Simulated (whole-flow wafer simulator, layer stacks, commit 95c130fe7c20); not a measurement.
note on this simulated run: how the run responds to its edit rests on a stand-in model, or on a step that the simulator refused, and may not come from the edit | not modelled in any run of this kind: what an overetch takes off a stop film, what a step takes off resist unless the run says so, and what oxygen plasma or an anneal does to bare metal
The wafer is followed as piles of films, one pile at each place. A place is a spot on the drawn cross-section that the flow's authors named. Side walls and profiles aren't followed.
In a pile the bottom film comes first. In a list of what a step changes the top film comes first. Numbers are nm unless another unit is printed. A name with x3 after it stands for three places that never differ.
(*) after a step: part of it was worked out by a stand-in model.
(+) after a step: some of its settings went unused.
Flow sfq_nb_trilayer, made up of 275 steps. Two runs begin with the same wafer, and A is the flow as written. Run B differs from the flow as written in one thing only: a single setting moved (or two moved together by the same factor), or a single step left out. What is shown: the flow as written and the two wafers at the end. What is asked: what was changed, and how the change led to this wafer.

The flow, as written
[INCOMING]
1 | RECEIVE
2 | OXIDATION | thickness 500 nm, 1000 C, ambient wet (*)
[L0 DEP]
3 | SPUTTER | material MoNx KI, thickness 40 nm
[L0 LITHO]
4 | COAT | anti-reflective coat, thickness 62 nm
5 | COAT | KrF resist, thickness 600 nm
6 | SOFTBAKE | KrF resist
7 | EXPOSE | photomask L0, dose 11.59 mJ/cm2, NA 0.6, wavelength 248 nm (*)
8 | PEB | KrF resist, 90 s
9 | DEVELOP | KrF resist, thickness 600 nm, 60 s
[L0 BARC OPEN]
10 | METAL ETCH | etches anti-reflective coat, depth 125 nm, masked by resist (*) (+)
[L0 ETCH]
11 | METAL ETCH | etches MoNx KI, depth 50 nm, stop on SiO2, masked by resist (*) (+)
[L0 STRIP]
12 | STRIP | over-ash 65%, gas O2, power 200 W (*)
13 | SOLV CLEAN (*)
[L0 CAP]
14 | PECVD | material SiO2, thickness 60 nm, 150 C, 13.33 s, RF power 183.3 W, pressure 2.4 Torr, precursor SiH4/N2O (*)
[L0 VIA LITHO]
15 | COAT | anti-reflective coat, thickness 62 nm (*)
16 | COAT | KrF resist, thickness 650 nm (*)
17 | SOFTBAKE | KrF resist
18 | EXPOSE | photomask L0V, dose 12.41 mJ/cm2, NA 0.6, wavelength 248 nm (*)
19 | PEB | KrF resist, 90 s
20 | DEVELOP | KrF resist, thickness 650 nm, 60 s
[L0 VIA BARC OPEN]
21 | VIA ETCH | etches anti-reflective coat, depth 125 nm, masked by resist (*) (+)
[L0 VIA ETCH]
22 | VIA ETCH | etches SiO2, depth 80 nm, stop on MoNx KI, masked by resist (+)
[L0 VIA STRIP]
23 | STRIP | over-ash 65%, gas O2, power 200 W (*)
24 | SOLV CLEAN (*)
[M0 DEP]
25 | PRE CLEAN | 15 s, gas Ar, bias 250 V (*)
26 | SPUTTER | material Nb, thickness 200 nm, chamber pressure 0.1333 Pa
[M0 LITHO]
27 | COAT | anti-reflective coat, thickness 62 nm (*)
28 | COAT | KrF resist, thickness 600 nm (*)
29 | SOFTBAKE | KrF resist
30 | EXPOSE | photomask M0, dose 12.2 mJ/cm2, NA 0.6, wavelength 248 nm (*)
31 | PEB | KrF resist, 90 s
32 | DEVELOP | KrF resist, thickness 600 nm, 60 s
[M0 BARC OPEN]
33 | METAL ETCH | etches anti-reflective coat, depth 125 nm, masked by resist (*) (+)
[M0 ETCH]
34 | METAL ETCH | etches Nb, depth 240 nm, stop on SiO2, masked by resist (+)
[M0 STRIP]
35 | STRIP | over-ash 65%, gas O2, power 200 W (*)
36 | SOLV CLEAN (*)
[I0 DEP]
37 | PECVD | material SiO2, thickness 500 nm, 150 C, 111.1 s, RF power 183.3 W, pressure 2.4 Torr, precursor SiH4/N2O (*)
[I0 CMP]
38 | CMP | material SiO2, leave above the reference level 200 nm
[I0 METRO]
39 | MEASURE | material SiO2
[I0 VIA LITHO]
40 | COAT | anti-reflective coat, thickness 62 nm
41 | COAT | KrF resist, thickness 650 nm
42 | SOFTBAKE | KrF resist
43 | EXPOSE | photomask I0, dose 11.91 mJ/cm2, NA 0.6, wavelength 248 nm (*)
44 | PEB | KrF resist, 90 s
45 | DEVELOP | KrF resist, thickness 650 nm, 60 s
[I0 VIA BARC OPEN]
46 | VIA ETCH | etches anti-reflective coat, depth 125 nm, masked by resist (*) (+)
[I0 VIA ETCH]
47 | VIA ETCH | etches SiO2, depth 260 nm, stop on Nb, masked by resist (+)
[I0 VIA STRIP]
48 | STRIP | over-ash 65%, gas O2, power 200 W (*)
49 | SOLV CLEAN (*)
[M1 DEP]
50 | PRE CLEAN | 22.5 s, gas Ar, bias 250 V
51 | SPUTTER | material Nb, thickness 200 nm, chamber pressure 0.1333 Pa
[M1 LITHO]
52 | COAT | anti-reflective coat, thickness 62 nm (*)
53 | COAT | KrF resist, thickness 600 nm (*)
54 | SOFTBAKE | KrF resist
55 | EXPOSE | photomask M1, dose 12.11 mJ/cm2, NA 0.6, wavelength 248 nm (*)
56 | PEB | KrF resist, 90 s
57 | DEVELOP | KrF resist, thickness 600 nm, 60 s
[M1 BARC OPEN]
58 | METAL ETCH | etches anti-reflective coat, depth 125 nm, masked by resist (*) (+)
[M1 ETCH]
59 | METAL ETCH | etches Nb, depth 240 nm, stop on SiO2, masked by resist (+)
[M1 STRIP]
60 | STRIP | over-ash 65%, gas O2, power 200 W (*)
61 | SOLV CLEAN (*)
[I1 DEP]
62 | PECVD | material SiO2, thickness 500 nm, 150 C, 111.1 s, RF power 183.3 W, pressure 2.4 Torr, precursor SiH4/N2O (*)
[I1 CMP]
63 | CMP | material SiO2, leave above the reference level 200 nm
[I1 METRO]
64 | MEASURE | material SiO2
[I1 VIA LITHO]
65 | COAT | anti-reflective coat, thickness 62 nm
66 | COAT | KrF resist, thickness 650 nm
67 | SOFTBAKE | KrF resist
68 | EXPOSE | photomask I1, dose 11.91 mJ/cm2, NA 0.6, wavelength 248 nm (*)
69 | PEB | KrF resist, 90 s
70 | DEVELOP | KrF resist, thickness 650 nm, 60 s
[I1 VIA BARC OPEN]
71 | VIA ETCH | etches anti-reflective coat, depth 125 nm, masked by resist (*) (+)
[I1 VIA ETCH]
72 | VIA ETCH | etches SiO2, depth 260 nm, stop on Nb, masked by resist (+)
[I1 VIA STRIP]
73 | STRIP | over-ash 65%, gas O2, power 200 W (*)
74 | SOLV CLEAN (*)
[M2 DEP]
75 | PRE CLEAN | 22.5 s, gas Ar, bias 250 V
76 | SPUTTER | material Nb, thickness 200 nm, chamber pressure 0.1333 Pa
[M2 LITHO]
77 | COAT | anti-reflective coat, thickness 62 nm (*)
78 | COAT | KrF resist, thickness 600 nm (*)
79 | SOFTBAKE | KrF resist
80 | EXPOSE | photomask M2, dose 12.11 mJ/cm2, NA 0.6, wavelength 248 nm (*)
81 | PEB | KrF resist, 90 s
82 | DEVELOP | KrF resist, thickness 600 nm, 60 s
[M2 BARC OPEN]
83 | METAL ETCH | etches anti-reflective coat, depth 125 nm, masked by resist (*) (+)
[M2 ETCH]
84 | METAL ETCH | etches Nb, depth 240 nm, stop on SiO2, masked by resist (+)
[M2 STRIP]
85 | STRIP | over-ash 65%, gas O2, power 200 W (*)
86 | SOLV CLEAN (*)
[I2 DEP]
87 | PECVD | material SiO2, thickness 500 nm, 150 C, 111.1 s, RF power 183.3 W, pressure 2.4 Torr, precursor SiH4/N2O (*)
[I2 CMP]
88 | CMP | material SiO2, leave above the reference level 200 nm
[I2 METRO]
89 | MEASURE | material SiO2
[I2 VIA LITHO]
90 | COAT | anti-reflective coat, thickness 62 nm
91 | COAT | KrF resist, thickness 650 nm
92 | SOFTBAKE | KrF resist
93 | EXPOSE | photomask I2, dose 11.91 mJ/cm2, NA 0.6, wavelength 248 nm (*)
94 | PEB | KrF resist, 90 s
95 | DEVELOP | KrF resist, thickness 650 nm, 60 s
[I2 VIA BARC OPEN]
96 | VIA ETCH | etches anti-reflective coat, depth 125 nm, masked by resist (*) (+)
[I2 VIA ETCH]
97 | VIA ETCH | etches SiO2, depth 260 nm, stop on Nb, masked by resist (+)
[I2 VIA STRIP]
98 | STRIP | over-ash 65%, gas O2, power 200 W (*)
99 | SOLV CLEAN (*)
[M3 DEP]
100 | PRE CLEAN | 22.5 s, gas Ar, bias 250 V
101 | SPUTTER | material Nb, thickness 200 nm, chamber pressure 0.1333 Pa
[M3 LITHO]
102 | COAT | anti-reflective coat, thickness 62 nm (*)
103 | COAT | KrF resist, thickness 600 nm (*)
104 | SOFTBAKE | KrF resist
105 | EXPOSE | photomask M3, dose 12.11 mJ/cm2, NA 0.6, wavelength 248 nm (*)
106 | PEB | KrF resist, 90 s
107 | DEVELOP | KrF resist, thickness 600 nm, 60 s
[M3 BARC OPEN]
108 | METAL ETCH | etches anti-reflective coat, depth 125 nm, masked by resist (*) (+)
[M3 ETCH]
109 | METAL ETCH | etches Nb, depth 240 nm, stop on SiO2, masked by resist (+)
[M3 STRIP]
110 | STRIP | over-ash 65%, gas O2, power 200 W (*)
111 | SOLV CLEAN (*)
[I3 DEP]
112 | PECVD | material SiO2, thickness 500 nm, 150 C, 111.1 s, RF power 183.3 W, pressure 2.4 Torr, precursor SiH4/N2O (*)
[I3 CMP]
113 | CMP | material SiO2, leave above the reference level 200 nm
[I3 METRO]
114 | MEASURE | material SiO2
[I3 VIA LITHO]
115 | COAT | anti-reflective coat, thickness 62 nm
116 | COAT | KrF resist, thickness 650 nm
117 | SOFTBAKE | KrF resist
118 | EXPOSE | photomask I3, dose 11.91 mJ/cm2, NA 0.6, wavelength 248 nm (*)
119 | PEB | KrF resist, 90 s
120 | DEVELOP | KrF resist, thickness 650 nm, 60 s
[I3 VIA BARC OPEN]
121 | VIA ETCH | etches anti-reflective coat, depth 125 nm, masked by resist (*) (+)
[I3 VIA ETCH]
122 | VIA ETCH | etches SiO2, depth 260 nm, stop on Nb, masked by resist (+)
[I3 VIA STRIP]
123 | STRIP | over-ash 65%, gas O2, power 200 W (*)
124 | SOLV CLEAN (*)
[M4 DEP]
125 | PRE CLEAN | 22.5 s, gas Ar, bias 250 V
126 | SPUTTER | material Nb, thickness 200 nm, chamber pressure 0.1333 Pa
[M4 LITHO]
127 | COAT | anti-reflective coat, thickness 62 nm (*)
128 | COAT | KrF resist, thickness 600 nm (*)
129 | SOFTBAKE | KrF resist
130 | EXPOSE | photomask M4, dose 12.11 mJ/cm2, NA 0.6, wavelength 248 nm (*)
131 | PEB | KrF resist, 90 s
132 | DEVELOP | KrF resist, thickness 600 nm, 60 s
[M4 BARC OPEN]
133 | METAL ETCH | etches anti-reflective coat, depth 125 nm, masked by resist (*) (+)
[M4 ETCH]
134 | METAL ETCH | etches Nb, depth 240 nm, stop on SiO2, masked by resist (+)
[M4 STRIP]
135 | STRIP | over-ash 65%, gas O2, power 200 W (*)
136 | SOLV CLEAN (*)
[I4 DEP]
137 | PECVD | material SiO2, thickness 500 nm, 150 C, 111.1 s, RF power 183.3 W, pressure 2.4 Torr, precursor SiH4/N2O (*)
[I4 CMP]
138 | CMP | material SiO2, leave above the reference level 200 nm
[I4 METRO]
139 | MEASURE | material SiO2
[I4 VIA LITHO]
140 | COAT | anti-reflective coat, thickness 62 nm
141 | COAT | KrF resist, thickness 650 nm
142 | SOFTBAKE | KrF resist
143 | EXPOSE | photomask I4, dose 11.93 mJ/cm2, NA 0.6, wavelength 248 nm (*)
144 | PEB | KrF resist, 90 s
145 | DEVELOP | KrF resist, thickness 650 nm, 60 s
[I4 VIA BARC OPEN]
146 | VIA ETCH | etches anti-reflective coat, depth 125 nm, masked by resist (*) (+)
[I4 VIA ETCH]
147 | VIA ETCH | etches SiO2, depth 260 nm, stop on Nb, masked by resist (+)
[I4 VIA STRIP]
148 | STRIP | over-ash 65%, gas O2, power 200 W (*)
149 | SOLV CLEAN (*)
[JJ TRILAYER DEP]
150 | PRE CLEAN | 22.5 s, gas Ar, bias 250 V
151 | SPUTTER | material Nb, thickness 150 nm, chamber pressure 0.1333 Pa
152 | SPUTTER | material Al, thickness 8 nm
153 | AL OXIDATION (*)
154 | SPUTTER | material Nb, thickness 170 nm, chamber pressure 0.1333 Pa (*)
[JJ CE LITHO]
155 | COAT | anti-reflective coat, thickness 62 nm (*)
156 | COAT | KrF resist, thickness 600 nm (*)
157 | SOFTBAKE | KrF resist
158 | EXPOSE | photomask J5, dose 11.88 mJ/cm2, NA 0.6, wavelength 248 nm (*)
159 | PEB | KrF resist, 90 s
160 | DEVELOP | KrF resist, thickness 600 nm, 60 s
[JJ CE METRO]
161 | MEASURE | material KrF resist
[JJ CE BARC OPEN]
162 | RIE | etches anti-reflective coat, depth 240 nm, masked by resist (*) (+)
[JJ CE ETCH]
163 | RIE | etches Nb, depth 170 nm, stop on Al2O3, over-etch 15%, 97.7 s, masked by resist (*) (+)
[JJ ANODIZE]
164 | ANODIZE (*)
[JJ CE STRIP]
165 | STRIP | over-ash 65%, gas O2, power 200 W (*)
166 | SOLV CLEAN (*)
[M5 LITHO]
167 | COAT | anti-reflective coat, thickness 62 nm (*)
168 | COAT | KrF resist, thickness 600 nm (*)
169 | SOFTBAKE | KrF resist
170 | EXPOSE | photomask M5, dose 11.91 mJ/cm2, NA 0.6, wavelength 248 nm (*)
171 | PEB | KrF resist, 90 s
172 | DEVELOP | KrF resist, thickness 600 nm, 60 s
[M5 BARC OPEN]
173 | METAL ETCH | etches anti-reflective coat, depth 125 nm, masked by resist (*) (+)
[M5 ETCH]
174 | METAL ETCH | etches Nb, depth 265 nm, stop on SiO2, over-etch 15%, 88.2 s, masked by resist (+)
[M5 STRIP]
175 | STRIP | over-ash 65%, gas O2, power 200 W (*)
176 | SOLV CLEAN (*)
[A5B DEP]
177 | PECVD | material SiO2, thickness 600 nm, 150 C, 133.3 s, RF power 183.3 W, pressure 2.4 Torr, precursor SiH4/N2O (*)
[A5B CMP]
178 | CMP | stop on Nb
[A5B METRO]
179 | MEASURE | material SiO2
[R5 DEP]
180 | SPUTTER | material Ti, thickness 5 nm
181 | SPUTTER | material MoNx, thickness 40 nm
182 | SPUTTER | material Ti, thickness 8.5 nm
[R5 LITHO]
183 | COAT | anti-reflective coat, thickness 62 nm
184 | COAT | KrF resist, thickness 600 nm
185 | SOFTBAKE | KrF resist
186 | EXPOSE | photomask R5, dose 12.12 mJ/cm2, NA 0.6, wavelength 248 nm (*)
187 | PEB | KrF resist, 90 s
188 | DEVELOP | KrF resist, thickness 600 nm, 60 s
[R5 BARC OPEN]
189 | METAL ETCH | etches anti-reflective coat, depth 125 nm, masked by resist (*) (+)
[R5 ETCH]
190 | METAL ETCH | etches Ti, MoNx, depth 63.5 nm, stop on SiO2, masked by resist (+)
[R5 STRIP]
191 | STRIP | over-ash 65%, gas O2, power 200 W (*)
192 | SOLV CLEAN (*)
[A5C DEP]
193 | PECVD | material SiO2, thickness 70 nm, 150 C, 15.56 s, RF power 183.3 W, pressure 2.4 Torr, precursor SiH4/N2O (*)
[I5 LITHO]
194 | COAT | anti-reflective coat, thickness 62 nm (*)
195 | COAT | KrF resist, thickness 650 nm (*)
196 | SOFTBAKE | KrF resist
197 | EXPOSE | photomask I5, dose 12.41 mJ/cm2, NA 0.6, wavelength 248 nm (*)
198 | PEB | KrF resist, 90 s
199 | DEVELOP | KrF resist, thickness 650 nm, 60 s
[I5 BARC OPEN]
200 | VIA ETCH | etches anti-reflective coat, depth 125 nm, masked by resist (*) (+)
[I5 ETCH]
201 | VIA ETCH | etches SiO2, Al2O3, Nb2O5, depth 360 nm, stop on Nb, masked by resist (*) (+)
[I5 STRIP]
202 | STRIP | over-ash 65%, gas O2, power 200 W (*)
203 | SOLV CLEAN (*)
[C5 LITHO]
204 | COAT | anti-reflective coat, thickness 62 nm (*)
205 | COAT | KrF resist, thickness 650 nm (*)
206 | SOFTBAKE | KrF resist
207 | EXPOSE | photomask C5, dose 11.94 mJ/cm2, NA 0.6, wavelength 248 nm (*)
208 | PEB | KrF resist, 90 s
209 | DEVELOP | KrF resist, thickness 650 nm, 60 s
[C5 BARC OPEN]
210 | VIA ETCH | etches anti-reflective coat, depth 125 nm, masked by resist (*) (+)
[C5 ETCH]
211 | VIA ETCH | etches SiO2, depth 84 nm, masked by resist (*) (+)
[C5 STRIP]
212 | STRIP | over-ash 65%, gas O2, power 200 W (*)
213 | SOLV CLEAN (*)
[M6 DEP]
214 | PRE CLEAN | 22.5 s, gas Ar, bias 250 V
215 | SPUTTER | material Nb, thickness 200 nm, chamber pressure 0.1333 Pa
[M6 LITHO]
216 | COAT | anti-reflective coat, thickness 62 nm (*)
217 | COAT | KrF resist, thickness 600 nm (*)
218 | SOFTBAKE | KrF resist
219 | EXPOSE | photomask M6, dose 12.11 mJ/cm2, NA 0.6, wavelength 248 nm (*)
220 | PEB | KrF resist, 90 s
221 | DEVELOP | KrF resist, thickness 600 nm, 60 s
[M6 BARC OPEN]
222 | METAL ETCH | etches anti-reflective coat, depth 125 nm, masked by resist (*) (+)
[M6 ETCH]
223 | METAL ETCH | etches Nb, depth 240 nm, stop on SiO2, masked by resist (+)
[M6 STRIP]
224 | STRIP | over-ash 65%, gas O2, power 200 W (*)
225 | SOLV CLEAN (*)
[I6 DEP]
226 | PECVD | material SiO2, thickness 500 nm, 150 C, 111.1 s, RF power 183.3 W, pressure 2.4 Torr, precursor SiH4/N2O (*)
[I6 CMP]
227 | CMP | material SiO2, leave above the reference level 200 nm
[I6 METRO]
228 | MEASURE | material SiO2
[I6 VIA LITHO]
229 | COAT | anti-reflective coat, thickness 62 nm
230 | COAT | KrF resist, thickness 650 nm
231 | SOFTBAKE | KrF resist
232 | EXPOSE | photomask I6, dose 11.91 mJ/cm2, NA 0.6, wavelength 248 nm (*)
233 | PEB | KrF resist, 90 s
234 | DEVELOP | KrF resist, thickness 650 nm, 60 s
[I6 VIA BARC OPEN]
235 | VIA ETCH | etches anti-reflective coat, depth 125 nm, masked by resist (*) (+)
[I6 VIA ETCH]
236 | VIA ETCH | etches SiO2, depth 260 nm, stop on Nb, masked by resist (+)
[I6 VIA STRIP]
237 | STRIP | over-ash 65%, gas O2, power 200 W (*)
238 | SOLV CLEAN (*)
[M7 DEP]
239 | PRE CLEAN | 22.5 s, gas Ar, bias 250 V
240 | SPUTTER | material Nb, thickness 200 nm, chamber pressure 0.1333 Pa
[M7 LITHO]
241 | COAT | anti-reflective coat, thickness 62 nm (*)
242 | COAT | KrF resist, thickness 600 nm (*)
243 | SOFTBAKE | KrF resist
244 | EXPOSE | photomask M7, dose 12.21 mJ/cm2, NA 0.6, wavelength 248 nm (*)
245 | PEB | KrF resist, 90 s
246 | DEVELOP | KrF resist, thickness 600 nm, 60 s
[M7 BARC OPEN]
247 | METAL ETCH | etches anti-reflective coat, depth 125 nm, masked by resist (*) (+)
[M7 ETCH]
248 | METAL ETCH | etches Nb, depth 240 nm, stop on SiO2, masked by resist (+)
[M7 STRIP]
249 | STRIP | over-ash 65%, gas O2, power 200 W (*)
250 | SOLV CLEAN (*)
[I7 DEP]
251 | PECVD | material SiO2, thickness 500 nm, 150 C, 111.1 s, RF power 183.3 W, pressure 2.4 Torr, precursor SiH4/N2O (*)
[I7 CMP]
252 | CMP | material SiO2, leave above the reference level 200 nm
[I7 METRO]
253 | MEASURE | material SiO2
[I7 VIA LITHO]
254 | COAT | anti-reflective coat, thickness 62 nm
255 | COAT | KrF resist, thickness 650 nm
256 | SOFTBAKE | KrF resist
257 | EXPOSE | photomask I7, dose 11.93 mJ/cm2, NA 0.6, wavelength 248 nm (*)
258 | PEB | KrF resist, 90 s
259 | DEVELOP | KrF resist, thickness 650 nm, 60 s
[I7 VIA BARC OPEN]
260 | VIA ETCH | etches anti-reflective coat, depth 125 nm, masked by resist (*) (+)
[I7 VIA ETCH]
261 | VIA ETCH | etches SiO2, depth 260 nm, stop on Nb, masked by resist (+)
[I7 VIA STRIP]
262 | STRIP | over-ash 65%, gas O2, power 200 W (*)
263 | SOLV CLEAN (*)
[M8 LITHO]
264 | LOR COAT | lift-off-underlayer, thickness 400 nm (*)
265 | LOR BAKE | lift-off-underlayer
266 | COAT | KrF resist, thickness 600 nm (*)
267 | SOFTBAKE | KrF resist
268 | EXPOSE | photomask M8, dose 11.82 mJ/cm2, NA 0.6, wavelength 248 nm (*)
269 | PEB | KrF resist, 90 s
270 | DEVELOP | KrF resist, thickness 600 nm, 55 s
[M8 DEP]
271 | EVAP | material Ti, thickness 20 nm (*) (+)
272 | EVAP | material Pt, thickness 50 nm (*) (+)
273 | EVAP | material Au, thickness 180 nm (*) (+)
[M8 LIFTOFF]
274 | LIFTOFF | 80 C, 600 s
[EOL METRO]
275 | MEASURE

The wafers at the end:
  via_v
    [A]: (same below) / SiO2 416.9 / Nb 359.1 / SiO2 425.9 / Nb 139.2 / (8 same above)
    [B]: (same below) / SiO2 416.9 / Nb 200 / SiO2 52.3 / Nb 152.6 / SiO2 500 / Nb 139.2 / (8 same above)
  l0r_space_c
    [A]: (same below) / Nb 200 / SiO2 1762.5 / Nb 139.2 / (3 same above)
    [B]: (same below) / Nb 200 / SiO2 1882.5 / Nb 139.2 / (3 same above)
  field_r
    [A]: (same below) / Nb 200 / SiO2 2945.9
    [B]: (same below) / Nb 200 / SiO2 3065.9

Cause: step 113, CMP: leave above the reference level 320 nm was run, whereas the flow has leave above the reference level 200 nm.

How this came from the change, step by step:
  113 | CMP | material SiO2, leave above the reference level 200 nm
      field_l, be, be_sur and 64 more: A -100 SiO2 | B nothing
      v_sur, via_wl, via_wr and 27 more: A -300 SiO2 | B -180 SiO2
      (and at 9 other places as well)
  115 | COAT | anti-reflective coat, thickness 62 nm
      m0r_space_l x2, m6r_space_l x2, m7r_space_l x2: A +62 anti-reflective coat (new film) | B +65 anti-reflective coat (new film)
      via_wl, via_w, via_v: A +62 anti-reflective coat (new film) | B +60.4 anti-reflective coat (new film)
      (and at 34 other places as well)
  121 | VIA ETCH | etches anti-reflective coat, depth 125 nm, masked by resist (*) (+)
      field_l, v_sur, via_wl and 102 more: A -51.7 KrF resist | B -50.4 KrF resist
      via_v: A -62 anti-reflective coat (all of it), -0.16 SiO2 | B -60.4 anti-reflective coat (all of it), -0.15 SiO2
  122 | VIA ETCH | etches SiO2, depth 260 nm, stop on Nb, masked by resist (+)
      via_v: A -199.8 SiO2 (all of it) | B -260 SiO2
  123 | STRIP | over-ash 65%, gas O2, power 200 W (*)
      m0r_space_l x2, m6r_space_l x2, m7r_space_l x2: A -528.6 KrF resist (all of it), -62 anti-reflective coat (all of it) | B -531.9 KrF resist (all of it), -65 anti-reflective coat (all of it)
      via_wr, via_sp: A -528.6 KrF resist (all of it), -62 anti-reflective coat (all of it) | B -523.9 KrF resist (all of it), -60.5 anti-reflective coat (all of it)
      (and at 34 other places as well)
  125 | PRE CLEAN | 22.5 s, gas Ar, bias 250 V
      via_v: A -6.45 Nb | B -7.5 SiO2
  126 | SPUTTER | material Nb, thickness 200 nm, chamber pressure 0.1333 Pa
      via_v: A +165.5 Nb | B +152.6 Nb (new film)
  127 | COAT | anti-reflective coat, thickness 62 nm (*)
      m0r_space_l x2, m6r_space_l x2, m7r_space_l x2: A +62 anti-reflective coat (new film) | B +64.6 anti-reflective coat (new film)
      p4_fm, r5r_line_c: A +62 anti-reflective coat (new film) | B +64.5 anti-reflective coat (new film)
      (and at 33 other places as well)
  128 | COAT | KrF resist, thickness 600 nm (*)
      via_v: A +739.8 KrF resist (new film) | B +791.8 KrF resist (new film)
      wire: A +592.1 KrF resist (new film) | B +579.6 KrF resist (new film)
  133 | METAL ETCH | etches anti-reflective coat, depth 125 nm, masked by resist (*) (+)
      m0r_space_l x2, m6r_space_l x2, m7r_space_l x2: A -62 anti-reflective coat (all of it) | B -64.6 anti-reflective coat (all of it)
      p3_fr, wl_f_sl: A -62 anti-reflective coat (all of it) | B -65.3 anti-reflective coat (all of it)
      (and at 17 other places as well)
  135 | STRIP | over-ash 65%, gas O2, power 200 W (*)
      v_sur: A -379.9 KrF resist (all of it), -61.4 anti-reflective coat (all of it) | B -372.3 KrF resist (all of it), -56.2 anti-reflective coat (all of it)
      via_wl: A -379.4 KrF resist (all of it), -61.3 anti-reflective coat (all of it) | B -369.8 KrF resist (all of it), -59.2 anti-reflective coat (all of it)
      (and at 15 other places as well)
  137 | PECVD | material SiO2, thickness 500 nm, 150 C, 111.1 s, RF power 183.3 W, pressure 2.4 Torr, precursor SiH4/N2O (*)
      via_v: A +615 SiO2 (new film) | B +664.6 SiO2 (new film)
  138 | CMP | material SiO2, leave above the reference level 200 nm
      field_l, be, be_sur and 55 more: A -100 SiO2 | B -80 SiO2
      ln_m5, lsp_m, ln_m6, p4_fl, p4_fm, p4_fr: A -300 SiO2 | B -280 SiO2
      (and at 4 other places as well)
With metal films that touch counted as one body, via_v has 7 bodies (between them, from the top down: SiO2 437.8; SiO2 209 / Al2O3 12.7 / Nb2O5 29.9; SiO2 500; SiO2 52.3; SiO2 416.9; SiO2 192.5); the flow as written gives 6 bodies (between them, from the top down: SiO2 437.8; SiO2 209 / Al2O3 12.7 / Nb2O5 29.9; SiO2 425.9; SiO2 416.9; SiO2 192.5).
